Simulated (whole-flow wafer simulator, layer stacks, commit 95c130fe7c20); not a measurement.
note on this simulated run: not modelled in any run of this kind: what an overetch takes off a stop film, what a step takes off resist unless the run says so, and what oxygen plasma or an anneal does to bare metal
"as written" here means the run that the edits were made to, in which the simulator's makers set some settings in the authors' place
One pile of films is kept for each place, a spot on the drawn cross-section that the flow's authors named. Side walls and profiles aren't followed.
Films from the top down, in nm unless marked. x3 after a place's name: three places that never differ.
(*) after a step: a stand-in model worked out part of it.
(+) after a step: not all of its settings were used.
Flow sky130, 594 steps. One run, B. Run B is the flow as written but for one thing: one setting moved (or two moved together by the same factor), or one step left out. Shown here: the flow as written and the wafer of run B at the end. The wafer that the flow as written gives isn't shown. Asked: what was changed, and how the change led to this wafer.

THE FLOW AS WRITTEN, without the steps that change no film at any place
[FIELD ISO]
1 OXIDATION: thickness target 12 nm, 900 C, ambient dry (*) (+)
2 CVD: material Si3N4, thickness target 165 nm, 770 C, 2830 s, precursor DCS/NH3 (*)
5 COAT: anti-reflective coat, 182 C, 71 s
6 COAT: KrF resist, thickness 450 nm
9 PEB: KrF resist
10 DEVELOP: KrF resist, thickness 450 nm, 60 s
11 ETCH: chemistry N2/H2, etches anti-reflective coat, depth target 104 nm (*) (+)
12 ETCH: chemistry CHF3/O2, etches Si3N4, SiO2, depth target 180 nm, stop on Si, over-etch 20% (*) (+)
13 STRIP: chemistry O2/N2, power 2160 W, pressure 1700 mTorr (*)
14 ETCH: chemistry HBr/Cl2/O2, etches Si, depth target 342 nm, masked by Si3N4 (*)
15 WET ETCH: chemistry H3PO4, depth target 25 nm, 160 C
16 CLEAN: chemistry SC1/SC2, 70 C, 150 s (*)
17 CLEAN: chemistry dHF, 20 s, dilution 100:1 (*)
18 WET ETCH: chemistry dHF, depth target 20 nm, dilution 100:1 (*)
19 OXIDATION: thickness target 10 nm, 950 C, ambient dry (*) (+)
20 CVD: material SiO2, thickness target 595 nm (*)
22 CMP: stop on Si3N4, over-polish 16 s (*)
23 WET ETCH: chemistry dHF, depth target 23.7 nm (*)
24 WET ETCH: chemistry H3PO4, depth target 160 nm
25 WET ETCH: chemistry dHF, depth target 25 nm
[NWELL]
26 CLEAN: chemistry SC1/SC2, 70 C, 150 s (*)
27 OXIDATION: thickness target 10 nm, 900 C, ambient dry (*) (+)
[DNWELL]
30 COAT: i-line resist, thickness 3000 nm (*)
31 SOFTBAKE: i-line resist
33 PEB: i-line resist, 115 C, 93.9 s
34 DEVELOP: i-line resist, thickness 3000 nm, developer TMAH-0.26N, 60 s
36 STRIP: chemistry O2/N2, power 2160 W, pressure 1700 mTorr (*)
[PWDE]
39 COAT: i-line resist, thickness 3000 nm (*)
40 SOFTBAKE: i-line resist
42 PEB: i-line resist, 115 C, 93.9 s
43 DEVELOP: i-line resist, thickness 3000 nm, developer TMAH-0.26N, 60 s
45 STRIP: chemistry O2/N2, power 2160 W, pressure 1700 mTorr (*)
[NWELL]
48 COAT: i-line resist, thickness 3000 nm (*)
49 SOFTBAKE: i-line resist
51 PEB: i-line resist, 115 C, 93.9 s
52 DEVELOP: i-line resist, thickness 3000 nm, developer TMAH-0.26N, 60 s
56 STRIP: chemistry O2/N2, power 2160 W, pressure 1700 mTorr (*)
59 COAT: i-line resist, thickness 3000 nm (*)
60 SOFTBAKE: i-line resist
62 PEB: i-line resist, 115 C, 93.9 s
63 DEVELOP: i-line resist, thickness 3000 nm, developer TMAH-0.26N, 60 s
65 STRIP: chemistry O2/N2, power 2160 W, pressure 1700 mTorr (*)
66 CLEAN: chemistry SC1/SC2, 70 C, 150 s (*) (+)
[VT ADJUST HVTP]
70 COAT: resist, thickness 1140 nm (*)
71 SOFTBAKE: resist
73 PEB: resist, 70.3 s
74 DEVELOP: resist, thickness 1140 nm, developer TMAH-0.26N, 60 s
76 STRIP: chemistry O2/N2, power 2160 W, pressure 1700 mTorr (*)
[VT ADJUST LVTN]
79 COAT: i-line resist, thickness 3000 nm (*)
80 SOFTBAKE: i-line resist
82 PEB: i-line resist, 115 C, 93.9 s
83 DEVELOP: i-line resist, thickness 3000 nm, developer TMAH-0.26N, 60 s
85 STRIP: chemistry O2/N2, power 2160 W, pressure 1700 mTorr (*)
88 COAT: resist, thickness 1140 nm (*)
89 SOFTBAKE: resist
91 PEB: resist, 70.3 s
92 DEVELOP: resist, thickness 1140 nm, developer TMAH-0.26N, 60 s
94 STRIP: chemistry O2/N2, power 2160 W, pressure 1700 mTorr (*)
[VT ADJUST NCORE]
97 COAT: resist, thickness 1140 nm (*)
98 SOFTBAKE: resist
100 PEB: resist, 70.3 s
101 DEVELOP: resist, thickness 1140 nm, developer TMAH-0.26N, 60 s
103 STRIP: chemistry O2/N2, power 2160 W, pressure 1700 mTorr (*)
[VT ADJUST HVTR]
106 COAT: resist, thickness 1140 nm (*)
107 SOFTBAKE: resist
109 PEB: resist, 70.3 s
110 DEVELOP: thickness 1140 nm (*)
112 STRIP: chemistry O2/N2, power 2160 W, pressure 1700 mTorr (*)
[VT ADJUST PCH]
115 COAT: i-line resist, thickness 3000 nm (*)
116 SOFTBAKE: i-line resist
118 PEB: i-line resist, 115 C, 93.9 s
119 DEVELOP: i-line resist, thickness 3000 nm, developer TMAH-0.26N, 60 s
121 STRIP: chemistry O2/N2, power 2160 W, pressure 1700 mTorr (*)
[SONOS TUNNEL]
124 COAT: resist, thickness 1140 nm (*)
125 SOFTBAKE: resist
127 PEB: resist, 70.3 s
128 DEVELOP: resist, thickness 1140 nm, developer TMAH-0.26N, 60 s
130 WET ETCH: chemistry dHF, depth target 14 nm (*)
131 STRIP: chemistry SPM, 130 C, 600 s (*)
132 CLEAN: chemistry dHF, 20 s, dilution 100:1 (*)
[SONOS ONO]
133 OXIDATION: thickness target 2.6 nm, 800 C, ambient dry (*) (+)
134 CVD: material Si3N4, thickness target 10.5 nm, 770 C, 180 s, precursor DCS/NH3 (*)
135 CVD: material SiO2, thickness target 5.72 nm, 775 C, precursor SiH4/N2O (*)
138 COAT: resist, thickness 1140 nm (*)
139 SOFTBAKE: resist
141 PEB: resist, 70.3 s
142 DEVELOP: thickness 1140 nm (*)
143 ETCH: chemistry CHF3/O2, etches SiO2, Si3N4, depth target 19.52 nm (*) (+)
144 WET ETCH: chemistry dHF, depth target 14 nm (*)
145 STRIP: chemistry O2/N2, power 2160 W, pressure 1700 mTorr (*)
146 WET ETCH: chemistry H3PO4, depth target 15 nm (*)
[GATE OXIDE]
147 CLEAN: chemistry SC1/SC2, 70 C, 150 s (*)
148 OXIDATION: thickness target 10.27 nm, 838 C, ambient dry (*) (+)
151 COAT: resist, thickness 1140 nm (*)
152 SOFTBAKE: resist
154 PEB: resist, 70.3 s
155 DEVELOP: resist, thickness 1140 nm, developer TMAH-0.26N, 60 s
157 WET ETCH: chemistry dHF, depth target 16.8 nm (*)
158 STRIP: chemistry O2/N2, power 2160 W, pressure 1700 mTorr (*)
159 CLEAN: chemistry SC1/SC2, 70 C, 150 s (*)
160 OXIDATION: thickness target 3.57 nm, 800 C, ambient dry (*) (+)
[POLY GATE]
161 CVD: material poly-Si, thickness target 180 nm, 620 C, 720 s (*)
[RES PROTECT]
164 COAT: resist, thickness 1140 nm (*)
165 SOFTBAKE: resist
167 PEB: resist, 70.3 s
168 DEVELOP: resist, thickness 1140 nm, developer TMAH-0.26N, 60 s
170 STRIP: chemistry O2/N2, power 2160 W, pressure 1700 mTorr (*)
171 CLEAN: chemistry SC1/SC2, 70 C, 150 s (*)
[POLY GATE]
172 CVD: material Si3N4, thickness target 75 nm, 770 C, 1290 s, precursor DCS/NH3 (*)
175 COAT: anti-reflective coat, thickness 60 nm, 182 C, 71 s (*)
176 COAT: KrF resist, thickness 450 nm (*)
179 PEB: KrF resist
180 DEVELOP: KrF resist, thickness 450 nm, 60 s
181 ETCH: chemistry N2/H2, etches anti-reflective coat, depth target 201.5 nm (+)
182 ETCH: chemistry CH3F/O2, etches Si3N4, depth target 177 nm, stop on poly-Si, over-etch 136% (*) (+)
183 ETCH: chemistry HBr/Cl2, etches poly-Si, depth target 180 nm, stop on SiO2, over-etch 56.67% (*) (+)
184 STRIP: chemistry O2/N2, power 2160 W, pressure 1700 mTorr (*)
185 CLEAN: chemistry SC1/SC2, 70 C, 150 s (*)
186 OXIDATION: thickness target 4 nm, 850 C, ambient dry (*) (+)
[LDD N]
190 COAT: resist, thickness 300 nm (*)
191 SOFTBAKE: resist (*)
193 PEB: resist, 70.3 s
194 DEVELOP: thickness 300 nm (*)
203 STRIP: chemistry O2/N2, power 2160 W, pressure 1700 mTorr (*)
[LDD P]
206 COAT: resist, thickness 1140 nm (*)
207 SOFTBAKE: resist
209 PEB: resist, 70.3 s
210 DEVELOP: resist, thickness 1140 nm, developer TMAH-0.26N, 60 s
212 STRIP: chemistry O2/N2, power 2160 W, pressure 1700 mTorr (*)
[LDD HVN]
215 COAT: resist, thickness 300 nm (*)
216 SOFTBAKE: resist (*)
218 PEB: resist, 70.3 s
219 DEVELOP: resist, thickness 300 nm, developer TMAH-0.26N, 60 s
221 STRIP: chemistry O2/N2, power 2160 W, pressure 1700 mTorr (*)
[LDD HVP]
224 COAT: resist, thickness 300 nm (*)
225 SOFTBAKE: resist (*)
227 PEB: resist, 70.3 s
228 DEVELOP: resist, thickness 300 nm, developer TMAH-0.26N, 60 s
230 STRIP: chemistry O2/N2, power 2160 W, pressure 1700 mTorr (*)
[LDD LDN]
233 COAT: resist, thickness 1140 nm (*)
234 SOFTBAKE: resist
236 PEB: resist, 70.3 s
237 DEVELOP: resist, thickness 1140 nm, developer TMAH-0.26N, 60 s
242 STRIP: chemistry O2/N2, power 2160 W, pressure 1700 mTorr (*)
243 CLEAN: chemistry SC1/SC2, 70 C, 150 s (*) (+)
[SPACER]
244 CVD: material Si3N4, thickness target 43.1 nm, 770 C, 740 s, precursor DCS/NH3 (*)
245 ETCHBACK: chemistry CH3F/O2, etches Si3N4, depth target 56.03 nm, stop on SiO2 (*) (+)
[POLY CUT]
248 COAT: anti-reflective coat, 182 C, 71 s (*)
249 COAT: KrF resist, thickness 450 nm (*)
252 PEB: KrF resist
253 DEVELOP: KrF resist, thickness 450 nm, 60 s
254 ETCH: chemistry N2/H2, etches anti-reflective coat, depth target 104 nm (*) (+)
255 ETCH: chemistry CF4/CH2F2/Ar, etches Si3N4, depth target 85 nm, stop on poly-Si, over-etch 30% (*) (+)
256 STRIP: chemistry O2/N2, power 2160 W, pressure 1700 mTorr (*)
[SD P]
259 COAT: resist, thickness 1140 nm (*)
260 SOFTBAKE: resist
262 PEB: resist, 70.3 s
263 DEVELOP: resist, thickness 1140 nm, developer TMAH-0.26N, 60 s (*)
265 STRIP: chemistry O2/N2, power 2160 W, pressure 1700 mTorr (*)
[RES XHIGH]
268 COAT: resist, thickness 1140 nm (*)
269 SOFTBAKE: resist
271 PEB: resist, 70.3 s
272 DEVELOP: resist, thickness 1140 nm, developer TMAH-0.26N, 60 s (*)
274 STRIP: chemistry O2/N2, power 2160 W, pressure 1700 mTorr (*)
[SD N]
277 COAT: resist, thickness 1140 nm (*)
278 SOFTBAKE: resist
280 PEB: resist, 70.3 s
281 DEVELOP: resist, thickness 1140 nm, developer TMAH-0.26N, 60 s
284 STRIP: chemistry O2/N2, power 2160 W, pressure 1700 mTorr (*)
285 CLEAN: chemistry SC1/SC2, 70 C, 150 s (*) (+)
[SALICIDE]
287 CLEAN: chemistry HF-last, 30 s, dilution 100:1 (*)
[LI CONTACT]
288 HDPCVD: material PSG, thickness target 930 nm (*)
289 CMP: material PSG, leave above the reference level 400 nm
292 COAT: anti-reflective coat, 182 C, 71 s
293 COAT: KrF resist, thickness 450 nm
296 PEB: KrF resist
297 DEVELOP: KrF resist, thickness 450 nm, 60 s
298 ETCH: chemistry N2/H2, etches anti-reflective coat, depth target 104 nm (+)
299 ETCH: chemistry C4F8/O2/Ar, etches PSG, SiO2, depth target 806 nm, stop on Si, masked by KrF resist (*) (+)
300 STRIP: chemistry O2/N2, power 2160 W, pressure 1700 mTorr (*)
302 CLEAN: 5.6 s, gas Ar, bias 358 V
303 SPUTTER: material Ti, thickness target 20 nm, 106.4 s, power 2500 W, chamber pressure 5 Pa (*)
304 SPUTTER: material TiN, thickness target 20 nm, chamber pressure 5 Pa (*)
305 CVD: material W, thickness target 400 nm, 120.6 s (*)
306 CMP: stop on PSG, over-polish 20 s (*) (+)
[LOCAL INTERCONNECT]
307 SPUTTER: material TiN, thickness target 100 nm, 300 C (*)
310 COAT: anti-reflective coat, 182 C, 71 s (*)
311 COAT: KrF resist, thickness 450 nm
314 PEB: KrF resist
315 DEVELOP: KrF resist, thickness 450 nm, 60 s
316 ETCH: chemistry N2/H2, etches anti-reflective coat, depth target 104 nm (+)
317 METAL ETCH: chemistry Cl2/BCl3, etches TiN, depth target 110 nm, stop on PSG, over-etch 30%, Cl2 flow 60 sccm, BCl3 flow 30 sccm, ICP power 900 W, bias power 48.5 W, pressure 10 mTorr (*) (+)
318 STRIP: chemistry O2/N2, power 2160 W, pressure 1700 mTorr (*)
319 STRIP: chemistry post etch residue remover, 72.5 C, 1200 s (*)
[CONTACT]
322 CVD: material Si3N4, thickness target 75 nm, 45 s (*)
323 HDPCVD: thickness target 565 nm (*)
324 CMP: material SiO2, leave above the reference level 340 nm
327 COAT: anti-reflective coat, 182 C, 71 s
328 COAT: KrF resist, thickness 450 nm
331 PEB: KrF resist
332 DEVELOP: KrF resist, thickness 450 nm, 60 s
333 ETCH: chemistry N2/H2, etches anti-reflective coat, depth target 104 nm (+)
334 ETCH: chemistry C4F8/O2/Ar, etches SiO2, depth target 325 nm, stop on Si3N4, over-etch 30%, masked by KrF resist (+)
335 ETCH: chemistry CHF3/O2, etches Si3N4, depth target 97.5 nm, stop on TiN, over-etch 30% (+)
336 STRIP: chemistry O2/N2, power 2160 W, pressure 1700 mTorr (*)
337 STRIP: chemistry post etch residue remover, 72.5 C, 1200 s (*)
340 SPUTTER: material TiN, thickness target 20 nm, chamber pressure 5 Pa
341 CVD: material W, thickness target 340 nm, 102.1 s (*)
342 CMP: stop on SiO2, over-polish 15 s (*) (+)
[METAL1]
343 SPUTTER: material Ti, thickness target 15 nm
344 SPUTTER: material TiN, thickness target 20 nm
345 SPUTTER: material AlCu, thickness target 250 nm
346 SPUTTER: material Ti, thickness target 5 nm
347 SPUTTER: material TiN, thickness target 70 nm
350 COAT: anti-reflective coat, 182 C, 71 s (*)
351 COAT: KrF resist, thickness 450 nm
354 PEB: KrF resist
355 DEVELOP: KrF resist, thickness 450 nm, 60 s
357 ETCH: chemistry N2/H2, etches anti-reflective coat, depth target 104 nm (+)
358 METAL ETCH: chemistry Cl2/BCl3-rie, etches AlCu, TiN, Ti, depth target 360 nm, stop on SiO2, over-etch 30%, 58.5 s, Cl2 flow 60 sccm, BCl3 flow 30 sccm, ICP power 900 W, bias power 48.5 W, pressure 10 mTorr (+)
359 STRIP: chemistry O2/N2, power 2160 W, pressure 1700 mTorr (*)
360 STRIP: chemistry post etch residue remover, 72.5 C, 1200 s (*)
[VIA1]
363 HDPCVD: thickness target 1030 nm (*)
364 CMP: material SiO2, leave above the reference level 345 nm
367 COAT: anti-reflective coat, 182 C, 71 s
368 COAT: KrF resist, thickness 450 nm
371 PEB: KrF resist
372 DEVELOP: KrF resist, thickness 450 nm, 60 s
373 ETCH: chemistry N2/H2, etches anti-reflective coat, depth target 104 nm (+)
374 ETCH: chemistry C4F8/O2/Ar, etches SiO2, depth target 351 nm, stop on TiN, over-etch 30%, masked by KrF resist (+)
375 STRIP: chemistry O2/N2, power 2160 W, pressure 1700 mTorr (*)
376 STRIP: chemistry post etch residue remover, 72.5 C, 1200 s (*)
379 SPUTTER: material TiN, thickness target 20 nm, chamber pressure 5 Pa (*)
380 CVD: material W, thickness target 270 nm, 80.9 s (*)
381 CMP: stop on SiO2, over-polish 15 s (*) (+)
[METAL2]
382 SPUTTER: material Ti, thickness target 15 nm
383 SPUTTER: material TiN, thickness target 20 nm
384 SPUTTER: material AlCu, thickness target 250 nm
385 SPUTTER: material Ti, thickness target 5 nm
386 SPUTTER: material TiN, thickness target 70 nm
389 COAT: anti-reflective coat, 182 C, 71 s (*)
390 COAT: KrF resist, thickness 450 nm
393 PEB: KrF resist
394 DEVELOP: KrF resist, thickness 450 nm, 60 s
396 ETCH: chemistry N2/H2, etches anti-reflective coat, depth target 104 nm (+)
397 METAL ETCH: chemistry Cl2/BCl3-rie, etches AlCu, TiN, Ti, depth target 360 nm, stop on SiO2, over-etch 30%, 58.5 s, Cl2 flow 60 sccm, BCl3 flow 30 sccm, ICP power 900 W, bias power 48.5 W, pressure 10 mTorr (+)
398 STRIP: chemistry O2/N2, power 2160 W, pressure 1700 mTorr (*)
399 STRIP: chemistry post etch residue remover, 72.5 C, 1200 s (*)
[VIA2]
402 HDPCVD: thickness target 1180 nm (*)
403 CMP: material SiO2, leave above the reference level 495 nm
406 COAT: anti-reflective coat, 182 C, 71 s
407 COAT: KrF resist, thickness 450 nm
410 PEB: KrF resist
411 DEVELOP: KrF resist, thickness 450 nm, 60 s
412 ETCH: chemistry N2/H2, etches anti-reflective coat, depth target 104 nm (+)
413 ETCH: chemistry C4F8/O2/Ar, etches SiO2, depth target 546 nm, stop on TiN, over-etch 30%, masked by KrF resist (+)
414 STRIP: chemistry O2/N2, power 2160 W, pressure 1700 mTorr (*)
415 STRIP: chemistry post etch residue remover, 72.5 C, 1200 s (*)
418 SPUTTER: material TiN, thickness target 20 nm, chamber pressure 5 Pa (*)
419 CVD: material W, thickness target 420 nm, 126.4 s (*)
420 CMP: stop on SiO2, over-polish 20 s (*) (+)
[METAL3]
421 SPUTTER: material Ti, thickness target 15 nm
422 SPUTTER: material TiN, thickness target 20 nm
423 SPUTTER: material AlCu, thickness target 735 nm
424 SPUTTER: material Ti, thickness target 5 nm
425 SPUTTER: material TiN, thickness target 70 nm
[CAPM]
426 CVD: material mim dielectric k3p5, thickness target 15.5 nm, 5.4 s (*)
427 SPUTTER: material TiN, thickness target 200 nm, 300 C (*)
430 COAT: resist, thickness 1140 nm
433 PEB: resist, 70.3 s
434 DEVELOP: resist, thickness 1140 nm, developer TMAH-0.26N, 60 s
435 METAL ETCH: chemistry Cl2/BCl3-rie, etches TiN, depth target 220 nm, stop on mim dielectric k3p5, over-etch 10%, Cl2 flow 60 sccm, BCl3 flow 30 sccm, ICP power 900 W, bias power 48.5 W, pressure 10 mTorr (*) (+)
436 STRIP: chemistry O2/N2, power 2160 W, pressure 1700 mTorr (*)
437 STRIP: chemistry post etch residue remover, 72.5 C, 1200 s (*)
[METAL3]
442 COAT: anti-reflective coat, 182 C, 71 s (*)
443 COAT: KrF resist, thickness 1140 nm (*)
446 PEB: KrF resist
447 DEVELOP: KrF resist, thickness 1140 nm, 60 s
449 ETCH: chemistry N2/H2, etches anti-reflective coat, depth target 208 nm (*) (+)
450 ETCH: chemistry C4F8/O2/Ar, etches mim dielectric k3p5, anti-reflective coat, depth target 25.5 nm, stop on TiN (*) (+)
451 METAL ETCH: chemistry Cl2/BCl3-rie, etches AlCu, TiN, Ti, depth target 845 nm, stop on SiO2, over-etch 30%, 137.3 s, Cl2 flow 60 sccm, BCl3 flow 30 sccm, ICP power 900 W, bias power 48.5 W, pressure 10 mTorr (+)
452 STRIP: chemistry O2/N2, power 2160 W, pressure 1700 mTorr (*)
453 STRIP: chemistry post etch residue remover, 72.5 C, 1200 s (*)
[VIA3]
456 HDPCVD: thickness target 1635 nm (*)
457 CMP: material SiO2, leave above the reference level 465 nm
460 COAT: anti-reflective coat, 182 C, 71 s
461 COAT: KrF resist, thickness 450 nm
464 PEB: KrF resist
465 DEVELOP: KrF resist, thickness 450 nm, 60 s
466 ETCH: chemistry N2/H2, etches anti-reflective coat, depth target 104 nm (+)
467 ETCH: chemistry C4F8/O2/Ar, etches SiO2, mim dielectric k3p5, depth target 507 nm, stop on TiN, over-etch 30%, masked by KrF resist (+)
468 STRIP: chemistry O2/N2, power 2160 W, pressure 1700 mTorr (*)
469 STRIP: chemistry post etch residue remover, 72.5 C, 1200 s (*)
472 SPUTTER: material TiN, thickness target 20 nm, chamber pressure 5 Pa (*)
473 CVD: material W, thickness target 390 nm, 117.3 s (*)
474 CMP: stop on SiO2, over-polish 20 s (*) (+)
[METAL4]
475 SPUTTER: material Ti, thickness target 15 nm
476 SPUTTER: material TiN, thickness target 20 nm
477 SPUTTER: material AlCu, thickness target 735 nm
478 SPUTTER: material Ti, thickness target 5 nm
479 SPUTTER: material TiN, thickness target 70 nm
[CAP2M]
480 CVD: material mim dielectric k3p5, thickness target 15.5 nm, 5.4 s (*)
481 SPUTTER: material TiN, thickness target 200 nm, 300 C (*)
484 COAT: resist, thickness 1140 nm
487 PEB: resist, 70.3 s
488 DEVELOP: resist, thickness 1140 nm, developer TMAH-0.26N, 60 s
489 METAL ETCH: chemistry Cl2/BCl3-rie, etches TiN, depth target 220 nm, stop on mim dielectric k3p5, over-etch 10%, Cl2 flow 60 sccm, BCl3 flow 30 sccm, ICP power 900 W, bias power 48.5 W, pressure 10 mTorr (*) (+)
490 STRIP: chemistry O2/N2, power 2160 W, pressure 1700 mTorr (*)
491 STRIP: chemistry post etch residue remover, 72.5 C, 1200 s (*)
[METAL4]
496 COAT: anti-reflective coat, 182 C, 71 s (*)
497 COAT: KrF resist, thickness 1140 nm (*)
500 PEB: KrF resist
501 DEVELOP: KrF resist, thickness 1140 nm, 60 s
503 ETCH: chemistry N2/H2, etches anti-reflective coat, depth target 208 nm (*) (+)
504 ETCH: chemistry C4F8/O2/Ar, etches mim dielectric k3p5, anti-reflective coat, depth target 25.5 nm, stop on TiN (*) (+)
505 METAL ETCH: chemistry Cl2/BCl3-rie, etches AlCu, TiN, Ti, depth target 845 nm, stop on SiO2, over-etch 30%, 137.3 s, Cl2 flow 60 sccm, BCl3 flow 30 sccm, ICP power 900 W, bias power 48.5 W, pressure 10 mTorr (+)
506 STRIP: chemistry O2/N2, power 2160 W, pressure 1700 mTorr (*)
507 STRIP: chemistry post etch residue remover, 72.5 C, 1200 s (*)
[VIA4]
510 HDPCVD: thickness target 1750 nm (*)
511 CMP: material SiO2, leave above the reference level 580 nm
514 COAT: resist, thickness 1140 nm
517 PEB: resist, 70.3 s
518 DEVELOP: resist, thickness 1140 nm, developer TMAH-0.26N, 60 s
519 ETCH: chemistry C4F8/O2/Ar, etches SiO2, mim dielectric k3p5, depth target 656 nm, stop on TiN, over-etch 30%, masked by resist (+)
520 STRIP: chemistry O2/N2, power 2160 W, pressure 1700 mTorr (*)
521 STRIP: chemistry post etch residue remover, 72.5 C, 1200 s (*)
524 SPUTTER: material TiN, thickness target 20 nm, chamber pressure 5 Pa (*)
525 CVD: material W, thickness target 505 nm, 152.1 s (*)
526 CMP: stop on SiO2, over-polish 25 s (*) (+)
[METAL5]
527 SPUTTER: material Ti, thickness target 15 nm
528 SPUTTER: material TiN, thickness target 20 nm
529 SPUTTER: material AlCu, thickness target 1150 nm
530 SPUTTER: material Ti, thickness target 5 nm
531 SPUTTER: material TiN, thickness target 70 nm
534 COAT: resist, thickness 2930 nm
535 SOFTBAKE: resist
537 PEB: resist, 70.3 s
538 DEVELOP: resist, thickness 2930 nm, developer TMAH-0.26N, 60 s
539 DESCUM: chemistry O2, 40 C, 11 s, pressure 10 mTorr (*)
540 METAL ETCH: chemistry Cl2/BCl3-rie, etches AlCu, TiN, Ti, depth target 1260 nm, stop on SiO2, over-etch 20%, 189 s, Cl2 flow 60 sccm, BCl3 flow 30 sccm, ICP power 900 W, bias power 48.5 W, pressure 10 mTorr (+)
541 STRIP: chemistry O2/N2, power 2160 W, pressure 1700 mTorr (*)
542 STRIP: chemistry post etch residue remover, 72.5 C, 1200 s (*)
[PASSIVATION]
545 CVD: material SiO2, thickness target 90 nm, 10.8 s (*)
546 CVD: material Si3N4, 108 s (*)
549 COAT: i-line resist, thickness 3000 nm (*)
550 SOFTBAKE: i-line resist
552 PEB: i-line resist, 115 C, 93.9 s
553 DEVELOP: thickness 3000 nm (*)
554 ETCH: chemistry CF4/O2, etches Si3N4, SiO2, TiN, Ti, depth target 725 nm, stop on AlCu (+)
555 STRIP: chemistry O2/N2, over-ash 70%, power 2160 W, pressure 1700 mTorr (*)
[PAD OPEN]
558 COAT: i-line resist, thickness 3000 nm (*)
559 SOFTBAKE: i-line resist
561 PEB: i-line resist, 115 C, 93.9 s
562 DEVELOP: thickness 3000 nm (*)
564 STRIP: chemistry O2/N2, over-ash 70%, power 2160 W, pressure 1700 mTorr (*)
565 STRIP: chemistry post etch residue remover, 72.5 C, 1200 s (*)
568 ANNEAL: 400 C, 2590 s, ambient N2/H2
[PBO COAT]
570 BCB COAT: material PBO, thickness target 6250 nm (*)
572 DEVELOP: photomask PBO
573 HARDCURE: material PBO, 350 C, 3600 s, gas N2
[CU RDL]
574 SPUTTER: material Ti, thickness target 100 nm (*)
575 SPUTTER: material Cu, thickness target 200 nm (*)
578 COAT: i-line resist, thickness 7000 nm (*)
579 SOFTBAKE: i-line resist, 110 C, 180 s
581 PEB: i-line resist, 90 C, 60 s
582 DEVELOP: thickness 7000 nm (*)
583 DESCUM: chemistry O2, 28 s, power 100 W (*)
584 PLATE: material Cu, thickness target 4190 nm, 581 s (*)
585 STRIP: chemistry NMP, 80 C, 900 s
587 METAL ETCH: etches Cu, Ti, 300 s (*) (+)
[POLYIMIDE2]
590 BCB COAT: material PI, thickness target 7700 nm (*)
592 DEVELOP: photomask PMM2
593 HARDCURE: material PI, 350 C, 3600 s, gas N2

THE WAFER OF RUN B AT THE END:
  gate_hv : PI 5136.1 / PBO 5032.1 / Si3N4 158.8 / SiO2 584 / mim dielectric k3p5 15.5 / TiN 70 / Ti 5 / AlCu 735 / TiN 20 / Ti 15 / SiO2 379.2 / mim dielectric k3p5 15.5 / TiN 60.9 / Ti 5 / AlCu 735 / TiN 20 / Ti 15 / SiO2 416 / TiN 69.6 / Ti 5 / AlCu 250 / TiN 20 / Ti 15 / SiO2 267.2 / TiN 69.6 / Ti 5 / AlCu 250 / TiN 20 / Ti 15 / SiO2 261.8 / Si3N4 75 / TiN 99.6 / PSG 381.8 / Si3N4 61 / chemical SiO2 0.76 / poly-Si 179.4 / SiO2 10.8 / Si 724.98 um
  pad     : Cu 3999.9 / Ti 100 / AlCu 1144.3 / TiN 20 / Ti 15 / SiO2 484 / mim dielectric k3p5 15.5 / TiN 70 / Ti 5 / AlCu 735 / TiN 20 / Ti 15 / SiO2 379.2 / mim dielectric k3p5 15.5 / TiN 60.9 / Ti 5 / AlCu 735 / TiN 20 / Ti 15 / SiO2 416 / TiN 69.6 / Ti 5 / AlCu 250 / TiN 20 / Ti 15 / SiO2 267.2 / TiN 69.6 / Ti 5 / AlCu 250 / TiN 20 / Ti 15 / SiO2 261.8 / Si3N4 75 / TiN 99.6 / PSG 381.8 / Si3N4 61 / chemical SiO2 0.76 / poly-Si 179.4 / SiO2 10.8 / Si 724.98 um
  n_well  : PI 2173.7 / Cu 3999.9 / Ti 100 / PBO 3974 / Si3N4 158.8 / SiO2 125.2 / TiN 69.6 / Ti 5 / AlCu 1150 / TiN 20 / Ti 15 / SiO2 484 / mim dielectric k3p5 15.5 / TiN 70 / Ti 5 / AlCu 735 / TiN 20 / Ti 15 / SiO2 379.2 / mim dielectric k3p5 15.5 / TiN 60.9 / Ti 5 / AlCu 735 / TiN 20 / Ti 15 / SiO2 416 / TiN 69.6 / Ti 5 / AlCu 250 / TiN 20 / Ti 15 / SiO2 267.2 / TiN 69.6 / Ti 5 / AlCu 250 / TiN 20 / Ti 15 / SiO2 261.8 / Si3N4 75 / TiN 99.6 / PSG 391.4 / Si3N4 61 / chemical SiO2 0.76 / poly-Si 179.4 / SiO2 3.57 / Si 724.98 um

The cause: step 425, SPUTTER: thickness target 60.9 nm was run, where the flow has thickness target 70 nm.
It can be read off the wafer: gate_hv has TiN 60.9, and step 425 as written asks for 70 nm.

How the change led to this, step by step:
  425 SPUTTER: material TiN, thickness target 70 nm
      field, active, n_well and 188 more: TiN +60.9 (new film) (as written it would be: TiN +70 (new film))
  451 METAL ETCH: chemistry Cl2/BCl3-rie, etches AlCu, TiN, Ti, depth target 845 nm, stop on SiO2, over-etch 30%, 137.3 s, Cl2 flow 60 sccm, BCl3 flow 30 sccm, ICP power 900 W, bias power 48.5 W, pressure 10 mTorr (+)
      field, gate, spacer and 68 more: TiN -60.9 (all of it), Ti -5 (all of it), AlCu -735 (all of it), TiN -20 (all of it), Ti -15 (all of it), SiO2 -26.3 (as written it would be: TiN -70 (all of it), Ti -5 (all of it), AlCu -735 (all of it), TiN -20 (all of it), Ti -15 (all of it), SiO2 -25.4)
      active, vpp_ln, vpp_iso2 and 11 more: TiN -60.9 (all of it), Ti -5 (all of it), AlCu -735 (all of it), TiN -20 (all of it), Ti -15 (all of it), SiO2 -26.3 (as written it would be: TiN -70 (all of it), Ti -5 (all of it), AlCu -735 (all of it), TiN -20 (all of it), Ti -15 (all of it), SiO2 -25.3)
  467 ETCH: chemistry C4F8/O2/Ar, etches SiO2, mim dielectric k3p5, depth target 507 nm, stop on TiN, over-etch 30%, masked by KrF resist (+)
      m1: SiO2 -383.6 (all of it), mim dielectric k3p5 -15.5 (all of it) (as written it would be: SiO2 -374.5 (all of it), mim dielectric k3p5 -15.5 (all of it))
      via3_hole: SiO2 -383 (all of it), mim dielectric k3p5 -15.5 (all of it) (as written it would be: SiO2 -373.9 (all of it), mim dielectric k3p5 -15.5 (all of it))
